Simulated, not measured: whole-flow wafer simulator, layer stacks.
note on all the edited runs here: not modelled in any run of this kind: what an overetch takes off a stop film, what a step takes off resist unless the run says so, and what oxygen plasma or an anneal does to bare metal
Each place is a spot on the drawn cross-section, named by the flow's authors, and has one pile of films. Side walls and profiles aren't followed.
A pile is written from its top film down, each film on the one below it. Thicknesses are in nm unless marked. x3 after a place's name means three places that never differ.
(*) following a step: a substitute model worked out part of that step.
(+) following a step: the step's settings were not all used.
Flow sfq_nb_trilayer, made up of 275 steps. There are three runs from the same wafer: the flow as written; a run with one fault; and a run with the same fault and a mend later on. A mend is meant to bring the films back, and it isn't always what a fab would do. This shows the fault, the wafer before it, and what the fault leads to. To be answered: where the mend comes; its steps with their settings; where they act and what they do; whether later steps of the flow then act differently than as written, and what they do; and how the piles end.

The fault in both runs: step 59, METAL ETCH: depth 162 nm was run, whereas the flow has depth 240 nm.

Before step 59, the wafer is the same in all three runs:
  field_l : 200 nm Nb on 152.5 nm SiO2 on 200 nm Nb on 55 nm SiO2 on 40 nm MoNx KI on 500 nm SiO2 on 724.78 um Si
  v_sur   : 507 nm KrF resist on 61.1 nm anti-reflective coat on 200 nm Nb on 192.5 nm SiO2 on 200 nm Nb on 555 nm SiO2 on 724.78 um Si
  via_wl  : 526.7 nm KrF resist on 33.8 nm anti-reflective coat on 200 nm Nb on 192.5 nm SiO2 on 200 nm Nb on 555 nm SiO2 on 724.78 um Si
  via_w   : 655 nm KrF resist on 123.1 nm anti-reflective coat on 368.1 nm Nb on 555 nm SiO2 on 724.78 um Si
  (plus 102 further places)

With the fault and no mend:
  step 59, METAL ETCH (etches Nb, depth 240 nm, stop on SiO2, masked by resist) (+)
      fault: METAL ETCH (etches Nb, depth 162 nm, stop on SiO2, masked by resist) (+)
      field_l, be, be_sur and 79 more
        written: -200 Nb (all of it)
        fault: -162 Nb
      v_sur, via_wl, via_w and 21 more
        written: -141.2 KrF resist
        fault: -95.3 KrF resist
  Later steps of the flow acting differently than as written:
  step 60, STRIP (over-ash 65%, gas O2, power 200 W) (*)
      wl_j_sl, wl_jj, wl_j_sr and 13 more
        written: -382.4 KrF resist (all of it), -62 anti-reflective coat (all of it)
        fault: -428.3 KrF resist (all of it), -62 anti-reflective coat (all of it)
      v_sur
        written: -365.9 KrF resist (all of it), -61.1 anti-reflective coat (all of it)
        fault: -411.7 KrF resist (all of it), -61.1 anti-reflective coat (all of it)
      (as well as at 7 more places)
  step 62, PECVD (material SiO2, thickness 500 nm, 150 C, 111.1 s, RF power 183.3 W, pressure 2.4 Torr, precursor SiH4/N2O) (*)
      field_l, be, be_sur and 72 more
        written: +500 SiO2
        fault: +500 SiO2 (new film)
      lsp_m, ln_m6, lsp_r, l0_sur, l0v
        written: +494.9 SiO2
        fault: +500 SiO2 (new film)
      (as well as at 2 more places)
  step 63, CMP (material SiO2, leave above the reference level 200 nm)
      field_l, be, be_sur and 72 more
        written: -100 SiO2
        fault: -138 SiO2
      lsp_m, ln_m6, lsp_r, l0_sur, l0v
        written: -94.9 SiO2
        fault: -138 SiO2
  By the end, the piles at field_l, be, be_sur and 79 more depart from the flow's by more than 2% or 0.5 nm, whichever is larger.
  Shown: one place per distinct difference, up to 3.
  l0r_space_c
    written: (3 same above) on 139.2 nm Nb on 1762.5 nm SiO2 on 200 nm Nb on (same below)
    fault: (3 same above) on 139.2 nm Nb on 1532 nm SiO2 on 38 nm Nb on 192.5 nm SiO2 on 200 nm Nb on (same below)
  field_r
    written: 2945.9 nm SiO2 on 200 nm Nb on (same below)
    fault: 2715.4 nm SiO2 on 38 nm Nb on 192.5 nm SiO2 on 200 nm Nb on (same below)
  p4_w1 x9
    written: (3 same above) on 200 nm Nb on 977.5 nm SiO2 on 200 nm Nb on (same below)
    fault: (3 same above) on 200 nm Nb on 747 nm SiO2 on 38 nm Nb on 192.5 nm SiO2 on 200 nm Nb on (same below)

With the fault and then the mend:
  After step 59 comes the mend.
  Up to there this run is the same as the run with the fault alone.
  step 59a, METAL ETCH (etches Nb, depth 78 nm, stop on SiO2, masked by resist) (+) (the flow's step 59, run once more with other settings)
      field_l, be, be_sur and 79 more
        -38 Nb (all of it)
      v_sur, via_wl, via_w and 21 more
        -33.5 KrF resist
  Later steps of the flow acting differently than as written:
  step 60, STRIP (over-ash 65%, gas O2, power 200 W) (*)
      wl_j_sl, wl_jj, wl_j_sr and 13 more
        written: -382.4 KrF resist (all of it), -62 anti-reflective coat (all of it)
        mend: -394.7 KrF resist (all of it), -62 anti-reflective coat (all of it)
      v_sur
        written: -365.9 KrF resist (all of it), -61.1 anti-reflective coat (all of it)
        mend: -378.2 KrF resist (all of it), -61.1 anti-reflective coat (all of it)
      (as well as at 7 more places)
  The piles end the same as the flow's at every place that both follow.
